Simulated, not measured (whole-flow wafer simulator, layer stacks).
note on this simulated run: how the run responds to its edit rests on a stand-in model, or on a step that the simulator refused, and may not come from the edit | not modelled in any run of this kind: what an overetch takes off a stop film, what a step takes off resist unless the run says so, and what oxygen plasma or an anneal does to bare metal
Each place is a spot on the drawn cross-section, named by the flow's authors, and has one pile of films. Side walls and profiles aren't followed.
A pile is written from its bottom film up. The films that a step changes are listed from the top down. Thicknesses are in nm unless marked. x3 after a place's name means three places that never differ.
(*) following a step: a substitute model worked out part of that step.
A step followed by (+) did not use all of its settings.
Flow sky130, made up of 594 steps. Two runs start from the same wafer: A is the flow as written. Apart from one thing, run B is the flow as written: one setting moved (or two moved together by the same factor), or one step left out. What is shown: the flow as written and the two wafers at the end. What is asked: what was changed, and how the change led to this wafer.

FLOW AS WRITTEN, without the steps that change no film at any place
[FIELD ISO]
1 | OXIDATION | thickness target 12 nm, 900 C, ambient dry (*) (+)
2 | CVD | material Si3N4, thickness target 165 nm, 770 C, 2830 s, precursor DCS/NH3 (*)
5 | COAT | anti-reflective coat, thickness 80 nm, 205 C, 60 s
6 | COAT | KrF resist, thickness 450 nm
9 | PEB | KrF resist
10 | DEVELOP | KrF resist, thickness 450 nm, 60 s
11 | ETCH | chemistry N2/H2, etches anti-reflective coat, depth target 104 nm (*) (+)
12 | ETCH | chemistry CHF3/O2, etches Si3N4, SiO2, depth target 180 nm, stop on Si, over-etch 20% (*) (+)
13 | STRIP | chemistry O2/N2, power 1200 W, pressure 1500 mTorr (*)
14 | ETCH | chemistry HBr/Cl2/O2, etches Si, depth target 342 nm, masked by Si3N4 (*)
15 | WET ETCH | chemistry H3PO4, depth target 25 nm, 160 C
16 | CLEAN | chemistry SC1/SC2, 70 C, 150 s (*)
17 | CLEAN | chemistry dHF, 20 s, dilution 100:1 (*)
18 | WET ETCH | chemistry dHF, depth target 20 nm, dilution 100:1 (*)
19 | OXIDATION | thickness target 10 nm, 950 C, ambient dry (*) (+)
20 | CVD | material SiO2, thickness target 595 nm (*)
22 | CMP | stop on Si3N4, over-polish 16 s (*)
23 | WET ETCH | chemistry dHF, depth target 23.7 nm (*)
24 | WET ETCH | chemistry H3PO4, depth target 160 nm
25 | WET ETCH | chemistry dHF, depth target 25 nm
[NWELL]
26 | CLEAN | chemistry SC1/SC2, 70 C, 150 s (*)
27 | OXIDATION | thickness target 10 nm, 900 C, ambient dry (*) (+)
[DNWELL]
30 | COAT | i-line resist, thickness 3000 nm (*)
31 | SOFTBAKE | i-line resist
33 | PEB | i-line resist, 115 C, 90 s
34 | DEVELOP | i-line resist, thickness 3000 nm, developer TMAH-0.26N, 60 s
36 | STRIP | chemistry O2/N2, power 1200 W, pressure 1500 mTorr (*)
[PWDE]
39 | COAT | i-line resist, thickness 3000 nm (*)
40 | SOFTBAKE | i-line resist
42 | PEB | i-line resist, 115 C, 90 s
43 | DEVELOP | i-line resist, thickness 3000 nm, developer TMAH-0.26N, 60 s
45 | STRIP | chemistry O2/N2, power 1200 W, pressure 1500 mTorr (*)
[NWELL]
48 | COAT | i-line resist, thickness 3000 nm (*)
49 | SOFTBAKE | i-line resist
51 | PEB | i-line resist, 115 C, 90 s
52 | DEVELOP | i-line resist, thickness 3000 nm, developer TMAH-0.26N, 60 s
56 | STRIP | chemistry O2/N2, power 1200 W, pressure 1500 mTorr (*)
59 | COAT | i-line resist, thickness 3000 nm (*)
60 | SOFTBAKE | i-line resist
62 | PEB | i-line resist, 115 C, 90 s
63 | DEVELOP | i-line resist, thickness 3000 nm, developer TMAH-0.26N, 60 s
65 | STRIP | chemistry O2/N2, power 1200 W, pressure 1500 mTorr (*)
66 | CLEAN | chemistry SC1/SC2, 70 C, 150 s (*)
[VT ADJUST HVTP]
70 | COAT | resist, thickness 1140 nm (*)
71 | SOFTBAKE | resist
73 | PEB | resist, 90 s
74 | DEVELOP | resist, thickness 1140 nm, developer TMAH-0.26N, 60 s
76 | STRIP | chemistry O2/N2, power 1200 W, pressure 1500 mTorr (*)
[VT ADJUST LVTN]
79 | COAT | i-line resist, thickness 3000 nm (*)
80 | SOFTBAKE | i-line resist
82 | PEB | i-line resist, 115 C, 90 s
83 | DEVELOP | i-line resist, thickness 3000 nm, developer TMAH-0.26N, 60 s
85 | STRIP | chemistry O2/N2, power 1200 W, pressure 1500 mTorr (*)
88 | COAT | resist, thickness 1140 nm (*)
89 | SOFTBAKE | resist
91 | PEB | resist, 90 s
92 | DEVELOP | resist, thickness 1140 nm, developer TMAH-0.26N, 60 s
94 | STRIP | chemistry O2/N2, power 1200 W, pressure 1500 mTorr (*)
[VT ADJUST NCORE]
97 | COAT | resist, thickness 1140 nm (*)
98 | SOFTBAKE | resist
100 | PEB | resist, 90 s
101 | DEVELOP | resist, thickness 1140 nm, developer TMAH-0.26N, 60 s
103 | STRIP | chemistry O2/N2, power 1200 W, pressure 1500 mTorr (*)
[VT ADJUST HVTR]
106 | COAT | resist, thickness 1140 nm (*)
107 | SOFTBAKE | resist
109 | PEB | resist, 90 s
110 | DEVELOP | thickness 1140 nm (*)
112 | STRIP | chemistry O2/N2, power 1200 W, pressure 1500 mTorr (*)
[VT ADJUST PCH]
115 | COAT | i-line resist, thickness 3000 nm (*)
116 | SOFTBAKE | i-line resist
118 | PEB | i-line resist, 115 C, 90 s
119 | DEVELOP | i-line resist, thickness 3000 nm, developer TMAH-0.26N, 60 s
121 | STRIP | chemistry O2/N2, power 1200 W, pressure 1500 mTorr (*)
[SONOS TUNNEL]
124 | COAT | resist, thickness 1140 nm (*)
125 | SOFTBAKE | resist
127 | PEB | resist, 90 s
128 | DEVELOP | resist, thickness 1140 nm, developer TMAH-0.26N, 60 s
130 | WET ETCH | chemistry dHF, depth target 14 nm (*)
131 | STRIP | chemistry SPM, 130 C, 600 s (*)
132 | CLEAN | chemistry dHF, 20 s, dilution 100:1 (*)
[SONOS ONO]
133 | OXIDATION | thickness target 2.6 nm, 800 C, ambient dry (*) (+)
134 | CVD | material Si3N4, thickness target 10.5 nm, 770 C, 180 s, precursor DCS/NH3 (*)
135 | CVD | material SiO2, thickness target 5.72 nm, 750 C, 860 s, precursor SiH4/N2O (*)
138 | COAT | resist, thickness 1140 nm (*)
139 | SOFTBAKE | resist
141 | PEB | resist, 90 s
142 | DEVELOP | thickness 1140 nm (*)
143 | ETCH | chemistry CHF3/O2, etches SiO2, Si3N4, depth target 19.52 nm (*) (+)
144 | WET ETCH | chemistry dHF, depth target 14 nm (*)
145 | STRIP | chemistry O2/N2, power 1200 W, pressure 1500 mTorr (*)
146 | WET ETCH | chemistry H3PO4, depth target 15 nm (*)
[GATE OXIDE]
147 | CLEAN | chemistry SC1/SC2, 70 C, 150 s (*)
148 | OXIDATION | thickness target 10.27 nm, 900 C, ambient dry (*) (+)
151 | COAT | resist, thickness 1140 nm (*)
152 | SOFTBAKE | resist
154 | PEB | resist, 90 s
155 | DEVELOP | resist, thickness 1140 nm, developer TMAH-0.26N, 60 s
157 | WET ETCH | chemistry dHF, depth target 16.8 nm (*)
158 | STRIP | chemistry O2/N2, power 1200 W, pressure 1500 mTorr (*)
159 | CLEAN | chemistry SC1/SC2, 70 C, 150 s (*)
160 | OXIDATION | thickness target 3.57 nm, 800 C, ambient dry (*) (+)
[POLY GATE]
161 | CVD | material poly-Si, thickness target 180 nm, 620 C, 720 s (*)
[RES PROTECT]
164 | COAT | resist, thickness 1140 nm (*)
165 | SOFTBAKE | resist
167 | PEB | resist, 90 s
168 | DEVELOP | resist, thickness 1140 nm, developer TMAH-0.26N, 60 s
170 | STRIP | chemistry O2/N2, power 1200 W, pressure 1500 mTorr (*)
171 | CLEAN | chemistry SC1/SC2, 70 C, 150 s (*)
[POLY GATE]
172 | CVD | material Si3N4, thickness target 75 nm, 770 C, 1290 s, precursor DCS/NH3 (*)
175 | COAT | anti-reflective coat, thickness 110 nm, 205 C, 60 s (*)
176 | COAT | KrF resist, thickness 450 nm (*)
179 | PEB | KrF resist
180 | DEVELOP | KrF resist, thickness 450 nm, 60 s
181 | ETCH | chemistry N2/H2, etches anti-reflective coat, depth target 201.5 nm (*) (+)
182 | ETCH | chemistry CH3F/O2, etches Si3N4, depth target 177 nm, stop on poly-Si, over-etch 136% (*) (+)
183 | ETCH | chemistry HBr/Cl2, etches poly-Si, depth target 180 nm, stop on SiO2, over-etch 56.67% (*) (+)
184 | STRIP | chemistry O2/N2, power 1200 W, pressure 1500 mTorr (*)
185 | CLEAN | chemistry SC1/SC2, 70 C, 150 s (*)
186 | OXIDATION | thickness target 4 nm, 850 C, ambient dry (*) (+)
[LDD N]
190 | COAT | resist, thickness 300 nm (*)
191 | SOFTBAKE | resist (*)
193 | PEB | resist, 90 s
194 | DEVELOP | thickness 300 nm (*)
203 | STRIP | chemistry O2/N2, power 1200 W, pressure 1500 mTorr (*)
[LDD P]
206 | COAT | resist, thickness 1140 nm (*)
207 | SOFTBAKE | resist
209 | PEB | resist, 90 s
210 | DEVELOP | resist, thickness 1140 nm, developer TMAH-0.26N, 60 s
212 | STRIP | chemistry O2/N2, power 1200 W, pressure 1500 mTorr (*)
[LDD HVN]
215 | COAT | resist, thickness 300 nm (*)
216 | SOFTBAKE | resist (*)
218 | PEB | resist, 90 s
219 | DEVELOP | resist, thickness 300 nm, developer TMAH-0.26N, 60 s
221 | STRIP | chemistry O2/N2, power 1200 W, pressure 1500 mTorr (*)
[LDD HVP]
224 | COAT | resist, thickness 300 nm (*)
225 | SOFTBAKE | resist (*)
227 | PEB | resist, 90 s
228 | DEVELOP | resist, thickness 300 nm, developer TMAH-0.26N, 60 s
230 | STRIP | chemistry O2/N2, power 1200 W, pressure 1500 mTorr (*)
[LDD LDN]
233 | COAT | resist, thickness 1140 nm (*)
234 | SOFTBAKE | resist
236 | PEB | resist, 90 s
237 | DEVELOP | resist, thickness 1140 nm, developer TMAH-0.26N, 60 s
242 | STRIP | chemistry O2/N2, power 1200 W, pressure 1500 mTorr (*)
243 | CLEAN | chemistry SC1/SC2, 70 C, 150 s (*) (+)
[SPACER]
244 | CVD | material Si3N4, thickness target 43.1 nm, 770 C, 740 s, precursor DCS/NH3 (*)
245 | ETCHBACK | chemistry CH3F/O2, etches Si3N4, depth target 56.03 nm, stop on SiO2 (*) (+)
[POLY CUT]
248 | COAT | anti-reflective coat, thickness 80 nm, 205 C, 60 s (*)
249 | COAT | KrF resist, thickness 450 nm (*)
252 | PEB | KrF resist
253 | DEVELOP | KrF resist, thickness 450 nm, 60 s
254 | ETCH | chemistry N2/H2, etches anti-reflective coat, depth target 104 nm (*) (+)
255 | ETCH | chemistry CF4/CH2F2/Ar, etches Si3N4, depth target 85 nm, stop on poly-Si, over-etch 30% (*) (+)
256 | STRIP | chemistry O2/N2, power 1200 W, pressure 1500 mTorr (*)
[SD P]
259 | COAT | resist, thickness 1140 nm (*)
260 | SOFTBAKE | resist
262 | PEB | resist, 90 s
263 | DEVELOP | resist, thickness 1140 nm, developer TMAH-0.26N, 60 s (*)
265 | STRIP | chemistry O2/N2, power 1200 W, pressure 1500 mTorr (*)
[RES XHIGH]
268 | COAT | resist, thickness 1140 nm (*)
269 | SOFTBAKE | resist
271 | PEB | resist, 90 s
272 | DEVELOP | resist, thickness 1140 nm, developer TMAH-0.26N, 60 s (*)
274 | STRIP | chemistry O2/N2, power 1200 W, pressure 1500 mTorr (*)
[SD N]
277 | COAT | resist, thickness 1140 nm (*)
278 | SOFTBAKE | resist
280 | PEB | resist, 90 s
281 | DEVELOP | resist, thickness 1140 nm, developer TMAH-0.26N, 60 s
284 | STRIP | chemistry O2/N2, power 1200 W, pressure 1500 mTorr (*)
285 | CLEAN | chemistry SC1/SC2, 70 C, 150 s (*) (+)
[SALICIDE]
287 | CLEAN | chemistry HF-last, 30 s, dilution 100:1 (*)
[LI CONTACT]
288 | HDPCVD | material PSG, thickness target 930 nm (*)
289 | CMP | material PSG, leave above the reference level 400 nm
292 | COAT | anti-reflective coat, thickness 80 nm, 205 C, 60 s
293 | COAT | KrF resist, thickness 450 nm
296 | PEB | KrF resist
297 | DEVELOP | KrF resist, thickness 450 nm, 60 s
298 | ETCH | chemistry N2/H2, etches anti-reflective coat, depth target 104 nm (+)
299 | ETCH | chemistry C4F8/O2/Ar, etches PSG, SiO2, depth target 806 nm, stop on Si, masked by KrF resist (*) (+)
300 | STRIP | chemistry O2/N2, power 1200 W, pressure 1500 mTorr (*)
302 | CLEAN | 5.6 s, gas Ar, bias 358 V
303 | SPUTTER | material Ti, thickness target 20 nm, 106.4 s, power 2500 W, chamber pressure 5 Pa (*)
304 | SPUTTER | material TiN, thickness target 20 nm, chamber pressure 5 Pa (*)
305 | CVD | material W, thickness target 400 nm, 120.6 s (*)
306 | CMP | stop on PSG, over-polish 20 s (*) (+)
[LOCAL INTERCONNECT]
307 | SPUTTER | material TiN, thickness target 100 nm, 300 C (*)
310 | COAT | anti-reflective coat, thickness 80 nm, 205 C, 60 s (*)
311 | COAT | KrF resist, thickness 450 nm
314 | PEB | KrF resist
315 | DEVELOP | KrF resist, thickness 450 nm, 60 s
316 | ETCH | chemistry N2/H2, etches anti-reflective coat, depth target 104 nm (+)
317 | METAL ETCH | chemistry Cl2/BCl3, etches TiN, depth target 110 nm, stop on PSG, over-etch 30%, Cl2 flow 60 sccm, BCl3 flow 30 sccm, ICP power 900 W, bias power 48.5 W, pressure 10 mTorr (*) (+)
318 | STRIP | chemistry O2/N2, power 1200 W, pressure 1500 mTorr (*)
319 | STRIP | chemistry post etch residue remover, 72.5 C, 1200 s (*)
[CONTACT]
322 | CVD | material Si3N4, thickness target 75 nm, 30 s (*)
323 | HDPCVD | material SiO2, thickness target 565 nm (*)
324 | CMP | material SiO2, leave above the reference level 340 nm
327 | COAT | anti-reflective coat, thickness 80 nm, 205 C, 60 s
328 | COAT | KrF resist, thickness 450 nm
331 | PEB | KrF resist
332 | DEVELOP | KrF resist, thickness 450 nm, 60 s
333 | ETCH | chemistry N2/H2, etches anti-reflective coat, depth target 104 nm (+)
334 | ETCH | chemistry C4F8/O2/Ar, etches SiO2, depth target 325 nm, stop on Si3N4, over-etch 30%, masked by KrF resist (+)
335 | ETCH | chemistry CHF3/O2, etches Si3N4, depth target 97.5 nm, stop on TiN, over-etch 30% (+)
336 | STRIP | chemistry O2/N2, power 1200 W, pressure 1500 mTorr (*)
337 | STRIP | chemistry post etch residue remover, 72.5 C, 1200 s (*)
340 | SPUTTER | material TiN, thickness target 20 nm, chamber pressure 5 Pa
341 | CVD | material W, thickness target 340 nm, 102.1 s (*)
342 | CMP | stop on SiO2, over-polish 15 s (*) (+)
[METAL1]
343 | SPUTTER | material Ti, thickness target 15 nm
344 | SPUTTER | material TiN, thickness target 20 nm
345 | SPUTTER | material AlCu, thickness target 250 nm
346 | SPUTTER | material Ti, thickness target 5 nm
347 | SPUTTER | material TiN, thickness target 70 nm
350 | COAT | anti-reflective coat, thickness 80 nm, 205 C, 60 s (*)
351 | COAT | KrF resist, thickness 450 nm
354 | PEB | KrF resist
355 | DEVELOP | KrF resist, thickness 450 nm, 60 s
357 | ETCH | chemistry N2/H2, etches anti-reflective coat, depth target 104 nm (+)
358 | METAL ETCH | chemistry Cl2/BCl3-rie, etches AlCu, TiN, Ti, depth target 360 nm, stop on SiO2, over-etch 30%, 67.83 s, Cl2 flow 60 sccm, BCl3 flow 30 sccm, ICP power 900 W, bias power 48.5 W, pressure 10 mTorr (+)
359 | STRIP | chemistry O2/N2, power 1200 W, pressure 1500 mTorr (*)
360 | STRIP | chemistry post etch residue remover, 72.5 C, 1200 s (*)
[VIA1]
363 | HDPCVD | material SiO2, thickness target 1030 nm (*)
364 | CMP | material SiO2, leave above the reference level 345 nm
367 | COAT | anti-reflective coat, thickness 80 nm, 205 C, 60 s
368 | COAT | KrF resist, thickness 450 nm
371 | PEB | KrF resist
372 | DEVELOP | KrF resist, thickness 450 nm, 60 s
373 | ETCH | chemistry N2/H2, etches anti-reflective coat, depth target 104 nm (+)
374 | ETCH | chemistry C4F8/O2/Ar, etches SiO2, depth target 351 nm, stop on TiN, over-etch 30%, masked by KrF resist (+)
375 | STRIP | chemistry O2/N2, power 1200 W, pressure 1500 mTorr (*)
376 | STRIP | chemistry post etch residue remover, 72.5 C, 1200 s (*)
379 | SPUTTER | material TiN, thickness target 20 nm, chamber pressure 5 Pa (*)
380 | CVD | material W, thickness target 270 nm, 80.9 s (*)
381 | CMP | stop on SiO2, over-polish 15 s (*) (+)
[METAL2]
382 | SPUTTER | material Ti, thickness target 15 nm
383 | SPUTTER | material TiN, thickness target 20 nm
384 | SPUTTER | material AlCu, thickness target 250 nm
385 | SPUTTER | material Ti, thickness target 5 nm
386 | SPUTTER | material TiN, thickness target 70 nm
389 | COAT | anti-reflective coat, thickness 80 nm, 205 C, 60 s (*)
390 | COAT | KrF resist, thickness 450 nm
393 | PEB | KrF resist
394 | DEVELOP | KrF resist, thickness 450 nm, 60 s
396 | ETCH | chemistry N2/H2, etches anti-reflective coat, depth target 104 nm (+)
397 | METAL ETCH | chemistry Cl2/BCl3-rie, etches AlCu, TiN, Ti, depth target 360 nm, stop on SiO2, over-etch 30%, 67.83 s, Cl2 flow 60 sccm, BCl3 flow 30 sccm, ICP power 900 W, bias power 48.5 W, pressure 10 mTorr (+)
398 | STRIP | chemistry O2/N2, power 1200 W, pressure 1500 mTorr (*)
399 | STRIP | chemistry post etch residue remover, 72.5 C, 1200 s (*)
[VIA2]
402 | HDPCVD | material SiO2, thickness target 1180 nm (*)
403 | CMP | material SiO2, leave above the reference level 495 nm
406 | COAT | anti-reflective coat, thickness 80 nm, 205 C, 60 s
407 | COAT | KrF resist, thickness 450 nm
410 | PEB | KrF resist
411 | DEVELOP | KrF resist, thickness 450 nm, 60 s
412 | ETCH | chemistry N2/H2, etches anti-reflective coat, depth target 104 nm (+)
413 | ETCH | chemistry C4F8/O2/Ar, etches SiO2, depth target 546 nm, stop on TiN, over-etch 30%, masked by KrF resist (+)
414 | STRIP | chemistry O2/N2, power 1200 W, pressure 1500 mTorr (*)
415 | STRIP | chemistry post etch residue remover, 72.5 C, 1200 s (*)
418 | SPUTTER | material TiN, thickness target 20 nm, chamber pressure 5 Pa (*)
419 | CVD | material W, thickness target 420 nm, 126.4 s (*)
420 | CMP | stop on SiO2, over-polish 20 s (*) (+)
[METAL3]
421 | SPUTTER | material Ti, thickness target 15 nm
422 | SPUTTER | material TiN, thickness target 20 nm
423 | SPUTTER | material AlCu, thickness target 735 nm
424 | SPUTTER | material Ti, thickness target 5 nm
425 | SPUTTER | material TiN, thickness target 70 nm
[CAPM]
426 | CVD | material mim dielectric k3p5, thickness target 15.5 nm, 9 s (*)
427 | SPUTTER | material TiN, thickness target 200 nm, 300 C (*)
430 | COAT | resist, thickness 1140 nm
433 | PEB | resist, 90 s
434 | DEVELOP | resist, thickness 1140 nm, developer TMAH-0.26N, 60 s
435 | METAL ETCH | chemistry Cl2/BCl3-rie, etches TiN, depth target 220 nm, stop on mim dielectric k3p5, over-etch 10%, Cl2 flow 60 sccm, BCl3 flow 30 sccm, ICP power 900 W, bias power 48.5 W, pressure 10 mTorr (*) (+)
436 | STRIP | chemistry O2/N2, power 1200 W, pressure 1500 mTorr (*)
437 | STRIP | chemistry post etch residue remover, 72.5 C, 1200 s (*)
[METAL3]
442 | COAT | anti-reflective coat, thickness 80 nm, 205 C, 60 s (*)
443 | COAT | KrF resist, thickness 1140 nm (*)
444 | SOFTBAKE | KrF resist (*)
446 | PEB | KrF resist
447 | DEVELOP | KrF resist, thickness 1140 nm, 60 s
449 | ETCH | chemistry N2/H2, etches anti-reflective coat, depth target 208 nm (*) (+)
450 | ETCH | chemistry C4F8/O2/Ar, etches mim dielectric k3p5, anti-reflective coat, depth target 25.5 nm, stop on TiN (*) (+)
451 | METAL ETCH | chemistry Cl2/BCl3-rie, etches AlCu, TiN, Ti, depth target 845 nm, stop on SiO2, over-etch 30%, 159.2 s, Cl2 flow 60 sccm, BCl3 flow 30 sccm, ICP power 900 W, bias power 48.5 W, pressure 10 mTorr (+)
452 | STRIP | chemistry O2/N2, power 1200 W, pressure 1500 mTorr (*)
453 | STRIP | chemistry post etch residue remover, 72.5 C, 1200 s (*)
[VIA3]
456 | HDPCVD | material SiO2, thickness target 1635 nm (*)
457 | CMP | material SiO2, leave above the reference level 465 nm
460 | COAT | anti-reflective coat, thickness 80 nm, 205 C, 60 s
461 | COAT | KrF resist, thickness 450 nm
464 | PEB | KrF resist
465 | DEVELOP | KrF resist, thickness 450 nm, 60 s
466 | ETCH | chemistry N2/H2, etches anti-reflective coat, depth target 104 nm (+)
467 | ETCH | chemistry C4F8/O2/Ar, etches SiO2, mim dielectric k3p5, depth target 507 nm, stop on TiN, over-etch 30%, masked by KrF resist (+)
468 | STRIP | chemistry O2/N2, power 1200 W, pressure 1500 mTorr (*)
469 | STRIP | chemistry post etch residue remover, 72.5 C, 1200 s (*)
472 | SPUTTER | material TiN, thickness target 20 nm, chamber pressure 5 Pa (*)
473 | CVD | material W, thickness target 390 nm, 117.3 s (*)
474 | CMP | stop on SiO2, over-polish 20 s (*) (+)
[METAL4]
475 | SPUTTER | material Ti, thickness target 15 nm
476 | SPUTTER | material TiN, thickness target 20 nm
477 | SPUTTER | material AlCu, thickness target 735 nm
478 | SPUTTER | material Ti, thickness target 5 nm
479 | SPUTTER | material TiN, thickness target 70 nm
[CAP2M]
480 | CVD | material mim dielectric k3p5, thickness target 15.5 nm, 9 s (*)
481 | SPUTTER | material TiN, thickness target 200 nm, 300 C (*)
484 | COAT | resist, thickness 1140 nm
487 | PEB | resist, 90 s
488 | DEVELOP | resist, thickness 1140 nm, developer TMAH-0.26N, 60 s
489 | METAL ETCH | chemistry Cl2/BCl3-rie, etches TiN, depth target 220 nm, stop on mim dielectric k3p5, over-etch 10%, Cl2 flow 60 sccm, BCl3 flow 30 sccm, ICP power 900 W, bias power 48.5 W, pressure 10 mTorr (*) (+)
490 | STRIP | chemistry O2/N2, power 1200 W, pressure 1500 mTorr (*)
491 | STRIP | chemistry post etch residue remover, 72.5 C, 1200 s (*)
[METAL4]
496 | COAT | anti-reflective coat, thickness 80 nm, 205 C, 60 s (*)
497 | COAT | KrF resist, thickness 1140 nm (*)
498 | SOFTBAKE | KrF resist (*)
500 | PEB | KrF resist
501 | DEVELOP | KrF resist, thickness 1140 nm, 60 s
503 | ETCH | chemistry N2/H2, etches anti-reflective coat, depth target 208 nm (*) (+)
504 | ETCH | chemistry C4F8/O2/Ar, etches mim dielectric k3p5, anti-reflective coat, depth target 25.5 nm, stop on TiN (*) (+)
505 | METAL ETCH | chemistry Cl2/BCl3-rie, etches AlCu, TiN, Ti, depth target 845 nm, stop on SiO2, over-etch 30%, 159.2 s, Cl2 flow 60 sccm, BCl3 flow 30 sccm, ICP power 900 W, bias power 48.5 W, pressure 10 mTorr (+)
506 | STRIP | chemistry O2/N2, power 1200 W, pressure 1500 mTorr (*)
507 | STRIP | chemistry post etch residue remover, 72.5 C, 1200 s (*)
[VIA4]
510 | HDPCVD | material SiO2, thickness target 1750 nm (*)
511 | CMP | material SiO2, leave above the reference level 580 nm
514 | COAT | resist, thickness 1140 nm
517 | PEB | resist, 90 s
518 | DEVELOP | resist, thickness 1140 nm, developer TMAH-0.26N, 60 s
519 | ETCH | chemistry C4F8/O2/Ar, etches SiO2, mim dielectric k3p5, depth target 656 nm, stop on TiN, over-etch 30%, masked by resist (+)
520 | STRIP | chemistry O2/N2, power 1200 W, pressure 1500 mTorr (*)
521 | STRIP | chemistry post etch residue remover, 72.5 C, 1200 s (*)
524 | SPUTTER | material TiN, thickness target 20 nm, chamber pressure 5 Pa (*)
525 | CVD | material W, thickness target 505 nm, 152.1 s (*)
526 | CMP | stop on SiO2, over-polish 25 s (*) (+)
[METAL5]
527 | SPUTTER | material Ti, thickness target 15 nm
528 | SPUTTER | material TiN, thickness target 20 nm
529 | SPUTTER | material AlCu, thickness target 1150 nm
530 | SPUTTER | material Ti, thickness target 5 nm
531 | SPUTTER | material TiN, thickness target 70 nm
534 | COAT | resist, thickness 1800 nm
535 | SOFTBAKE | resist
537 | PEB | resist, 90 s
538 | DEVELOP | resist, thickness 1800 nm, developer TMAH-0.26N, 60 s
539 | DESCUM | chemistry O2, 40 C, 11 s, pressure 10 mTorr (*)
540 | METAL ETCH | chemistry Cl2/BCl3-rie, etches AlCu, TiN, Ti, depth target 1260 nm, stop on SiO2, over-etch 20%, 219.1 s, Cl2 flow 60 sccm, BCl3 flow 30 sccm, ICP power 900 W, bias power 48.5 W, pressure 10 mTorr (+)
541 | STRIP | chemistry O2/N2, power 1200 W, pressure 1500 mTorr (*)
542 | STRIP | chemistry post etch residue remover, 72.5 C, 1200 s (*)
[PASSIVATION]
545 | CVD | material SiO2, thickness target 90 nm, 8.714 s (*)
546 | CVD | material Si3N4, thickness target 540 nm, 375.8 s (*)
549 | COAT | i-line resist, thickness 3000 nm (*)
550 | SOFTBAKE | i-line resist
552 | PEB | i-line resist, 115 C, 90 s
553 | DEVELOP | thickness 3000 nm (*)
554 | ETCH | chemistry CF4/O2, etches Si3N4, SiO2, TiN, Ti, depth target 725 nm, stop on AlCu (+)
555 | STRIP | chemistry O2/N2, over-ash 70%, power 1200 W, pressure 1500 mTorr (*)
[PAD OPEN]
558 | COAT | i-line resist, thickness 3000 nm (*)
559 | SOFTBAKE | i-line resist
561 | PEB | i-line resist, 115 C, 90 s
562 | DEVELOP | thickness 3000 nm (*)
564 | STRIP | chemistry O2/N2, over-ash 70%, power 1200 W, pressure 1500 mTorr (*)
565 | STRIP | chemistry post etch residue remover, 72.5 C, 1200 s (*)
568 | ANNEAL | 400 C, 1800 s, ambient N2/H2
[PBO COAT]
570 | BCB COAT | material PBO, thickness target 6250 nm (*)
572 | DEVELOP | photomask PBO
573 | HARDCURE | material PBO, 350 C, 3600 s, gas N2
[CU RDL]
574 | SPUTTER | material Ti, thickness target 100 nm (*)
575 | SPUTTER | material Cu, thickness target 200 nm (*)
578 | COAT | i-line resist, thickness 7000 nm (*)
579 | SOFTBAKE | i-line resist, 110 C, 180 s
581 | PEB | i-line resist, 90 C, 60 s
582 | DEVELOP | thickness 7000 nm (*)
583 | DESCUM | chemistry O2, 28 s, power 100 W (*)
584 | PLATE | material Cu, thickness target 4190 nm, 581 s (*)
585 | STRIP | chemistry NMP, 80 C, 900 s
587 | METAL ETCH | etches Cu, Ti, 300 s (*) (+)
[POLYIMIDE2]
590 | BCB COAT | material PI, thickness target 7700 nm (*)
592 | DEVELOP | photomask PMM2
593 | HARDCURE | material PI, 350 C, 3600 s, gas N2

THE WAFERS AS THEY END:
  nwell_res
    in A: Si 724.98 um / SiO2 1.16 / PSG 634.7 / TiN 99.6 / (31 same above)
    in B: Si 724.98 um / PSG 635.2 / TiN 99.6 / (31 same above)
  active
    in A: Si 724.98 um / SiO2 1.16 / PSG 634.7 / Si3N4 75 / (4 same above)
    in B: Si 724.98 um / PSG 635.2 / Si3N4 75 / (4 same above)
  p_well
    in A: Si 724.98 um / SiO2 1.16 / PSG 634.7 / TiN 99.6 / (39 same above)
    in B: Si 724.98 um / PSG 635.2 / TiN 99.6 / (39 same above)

Cause: step 186, OXIDATION: thickness target 4 nm, 850 C, ambient dry (*) (+), was skipped.

How this came from the change, step by step:
  248 | COAT | anti-reflective coat, thickness 80 nm, 205 C, 60 s (*)
      gate_hv: A anti-reflective coat gains 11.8 (new film) | B anti-reflective coat gains 11.1 (new film)
      gate_p_hv: A anti-reflective coat gains 17 (new film) | B anti-reflective coat gains 15.7 (new film)
      (also at 2 further places)
  256 | STRIP | chemistry O2/N2, power 1200 W, pressure 1500 mTorr (*)
      gate_hv: A KrF resist loses 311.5 (all of it), anti-reflective coat loses 11.8 (all of it) | B KrF resist loses 311.7 (all of it), anti-reflective coat loses 11.1 (all of it)
      gate_p_hv: A KrF resist loses 325.1 (all of it), anti-reflective coat loses 17 (all of it) | B KrF resist loses 325.8 (all of it), anti-reflective coat loses 15.7 (all of it)
      (also at 2 further places)
  287 | CLEAN | chemistry HF-last, 30 s, dilution 100:1 (*)
      active, p_well, sd_n and 19 more: A SiO2 loses 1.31 | B SiO2 loses 0.91 (all of it)
      ndiff_dn: A SiO2 loses 1.31 | B SiO2 loses 1.14 (all of it)
  299 | ETCH | chemistry C4F8/O2/Ar, etches PSG, SiO2, depth target 806 nm, stop on Si, masked by KrF resist (*) (+)
      contact, ndiff_licon, ndiff_licon_cpp: A PSG loses 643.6 (all of it), SiO2 loses 1.16 (all of it) | B PSG loses 644 (all of it)
